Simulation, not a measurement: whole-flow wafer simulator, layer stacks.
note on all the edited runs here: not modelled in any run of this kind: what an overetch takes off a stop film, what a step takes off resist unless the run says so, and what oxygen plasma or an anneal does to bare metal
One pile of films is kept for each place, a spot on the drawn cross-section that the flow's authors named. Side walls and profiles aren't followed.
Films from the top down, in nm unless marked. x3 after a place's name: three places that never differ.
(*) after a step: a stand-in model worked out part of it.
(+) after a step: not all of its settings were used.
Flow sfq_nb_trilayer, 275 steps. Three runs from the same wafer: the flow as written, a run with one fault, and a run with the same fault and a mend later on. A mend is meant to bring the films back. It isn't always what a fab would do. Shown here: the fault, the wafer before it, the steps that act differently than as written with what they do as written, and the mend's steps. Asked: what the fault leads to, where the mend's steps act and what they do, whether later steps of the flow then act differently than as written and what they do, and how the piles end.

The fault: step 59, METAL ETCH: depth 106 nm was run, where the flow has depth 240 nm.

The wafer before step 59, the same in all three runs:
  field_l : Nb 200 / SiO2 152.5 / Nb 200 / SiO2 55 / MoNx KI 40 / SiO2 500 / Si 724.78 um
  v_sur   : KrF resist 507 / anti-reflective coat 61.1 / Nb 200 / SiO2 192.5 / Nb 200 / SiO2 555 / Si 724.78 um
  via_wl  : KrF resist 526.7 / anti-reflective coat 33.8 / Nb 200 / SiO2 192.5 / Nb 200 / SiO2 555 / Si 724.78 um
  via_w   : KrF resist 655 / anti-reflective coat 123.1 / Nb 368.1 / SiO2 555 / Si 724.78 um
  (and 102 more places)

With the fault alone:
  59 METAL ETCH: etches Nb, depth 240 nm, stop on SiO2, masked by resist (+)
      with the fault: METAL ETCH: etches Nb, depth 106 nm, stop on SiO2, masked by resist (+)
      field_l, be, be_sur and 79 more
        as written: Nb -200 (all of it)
        with the fault: Nb -106
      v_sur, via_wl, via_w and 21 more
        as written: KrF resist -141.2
        with the fault: KrF resist -62.4
  Later steps of the flow that act differently than as written:
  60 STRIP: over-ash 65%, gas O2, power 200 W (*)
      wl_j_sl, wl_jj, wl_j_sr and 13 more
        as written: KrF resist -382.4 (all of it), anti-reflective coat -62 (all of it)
        with the fault: KrF resist -461.2 (all of it), anti-reflective coat -62 (all of it)
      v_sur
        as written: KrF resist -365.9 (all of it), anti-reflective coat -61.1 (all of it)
        with the fault: KrF resist -444.7 (all of it), anti-reflective coat -61.1 (all of it)
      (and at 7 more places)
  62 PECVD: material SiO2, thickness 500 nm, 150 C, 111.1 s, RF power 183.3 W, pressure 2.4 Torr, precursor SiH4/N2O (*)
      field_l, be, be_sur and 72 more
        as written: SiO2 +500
        with the fault: SiO2 +500 (new film)
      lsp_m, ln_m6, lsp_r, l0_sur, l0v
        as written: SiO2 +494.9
        with the fault: SiO2 +500 (new film)
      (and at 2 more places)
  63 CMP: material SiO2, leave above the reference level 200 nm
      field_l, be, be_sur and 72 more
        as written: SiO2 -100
        with the fault: SiO2 -194
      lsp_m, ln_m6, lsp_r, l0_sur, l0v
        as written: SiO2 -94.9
        with the fault: SiO2 -194
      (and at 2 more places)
  At the end the piles differ from the flow's by more than 2% or 0.5 nm, whichever is larger, at field_l, be, be_sur and 79 more.
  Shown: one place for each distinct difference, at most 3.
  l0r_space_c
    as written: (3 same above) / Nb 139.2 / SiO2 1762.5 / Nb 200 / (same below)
    with the fault: (3 same above) / Nb 139.2 / SiO2 1476 / Nb 94 / SiO2 192.5 / Nb 200 / (same below)
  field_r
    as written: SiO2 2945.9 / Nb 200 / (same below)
    with the fault: SiO2 2659.4 / Nb 94 / SiO2 192.5 / Nb 200 / (same below)
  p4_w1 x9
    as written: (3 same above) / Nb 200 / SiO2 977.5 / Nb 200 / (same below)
    with the fault: (3 same above) / Nb 200 / SiO2 691 / Nb 94 / SiO2 192.5 / Nb 200 / (same below)

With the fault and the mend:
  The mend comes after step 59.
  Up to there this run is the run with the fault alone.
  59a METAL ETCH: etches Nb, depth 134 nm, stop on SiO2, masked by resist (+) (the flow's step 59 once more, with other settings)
      field_l, be, be_sur and 79 more
        Nb -94 (all of it)
      v_sur, via_wl, via_w and 21 more
        KrF resist -78.8
  No later step of the flow acts differently than as written at any place that is followed.
  At the end the piles are the same as the flow's at every place that both follow.
